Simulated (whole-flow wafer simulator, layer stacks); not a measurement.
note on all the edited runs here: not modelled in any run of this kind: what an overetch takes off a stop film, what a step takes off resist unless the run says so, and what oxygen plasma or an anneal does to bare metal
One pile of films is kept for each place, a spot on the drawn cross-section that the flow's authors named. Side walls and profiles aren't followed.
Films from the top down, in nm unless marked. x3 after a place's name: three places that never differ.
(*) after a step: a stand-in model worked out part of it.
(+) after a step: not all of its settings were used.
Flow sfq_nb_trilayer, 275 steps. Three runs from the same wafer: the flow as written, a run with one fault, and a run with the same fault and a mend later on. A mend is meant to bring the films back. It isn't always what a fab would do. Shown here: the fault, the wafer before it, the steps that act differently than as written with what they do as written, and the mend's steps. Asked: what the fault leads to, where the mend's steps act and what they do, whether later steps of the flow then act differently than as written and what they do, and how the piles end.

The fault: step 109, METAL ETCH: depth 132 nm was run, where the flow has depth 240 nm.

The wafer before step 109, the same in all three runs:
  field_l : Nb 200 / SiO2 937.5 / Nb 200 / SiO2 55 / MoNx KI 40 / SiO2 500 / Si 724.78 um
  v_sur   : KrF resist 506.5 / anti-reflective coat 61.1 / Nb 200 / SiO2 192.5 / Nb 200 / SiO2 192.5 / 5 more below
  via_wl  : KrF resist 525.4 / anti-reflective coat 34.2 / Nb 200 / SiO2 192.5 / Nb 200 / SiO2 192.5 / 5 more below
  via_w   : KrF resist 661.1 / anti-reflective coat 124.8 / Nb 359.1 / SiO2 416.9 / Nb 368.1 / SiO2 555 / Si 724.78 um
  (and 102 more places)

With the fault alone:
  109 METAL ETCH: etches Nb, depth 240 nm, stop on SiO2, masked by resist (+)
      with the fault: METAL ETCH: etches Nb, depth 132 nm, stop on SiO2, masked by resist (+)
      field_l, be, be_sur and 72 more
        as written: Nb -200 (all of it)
        with the fault: Nb -132
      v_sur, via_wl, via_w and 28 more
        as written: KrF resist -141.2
        with the fault: KrF resist -77.6
  Later steps of the flow that act differently than as written:
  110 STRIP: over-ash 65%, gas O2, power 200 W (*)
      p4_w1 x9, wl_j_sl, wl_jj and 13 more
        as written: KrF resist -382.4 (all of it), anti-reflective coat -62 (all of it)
        with the fault: KrF resist -445.9 (all of it), anti-reflective coat -62 (all of it)
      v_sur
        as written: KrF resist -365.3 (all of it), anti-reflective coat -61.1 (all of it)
        with the fault: KrF resist -428.8 (all of it), anti-reflective coat -61.1 (all of it)
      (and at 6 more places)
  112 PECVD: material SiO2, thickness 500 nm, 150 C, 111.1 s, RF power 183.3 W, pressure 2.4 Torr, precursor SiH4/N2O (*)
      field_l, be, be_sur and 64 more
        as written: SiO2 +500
        with the fault: SiO2 +500 (new film)
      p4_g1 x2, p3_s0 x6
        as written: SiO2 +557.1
        with the fault: SiO2 +500 (new film)
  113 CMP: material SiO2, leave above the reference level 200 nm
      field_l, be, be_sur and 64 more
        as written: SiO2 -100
        with the fault: SiO2 -168
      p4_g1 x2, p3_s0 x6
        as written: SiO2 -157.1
        with the fault: SiO2 -168
  At the end the piles differ from the flow's by more than 2% or 0.5 nm, whichever is larger, at field_l, be, be_sur and 72 more.
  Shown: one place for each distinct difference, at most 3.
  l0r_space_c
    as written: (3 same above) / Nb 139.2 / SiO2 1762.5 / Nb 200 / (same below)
    with the fault: (3 same above) / Nb 139.2 / SiO2 717 / Nb 68 / SiO2 977.5 / Nb 200 / (same below)
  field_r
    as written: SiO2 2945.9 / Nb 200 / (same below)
    with the fault: SiO2 1900.4 / Nb 68 / SiO2 977.5 / Nb 200 / (same below)
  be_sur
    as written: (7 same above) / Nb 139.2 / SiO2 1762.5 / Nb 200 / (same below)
    with the fault: (7 same above) / Nb 139.2 / SiO2 717 / Nb 68 / SiO2 977.5 / Nb 200 / (same below)

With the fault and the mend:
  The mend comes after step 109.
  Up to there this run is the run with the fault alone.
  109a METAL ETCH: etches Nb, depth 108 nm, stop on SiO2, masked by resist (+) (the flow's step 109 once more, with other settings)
      field_l, be, be_sur and 72 more
        Nb -68 (all of it)
      v_sur, via_wl, via_w and 28 more
        KrF resist -60
  No later step of the flow acts differently than as written, at any place that is followed, by more than 2% or 0.5 nm, whichever is larger.
  At the end the piles are the same as the flow's at every place that both follow.
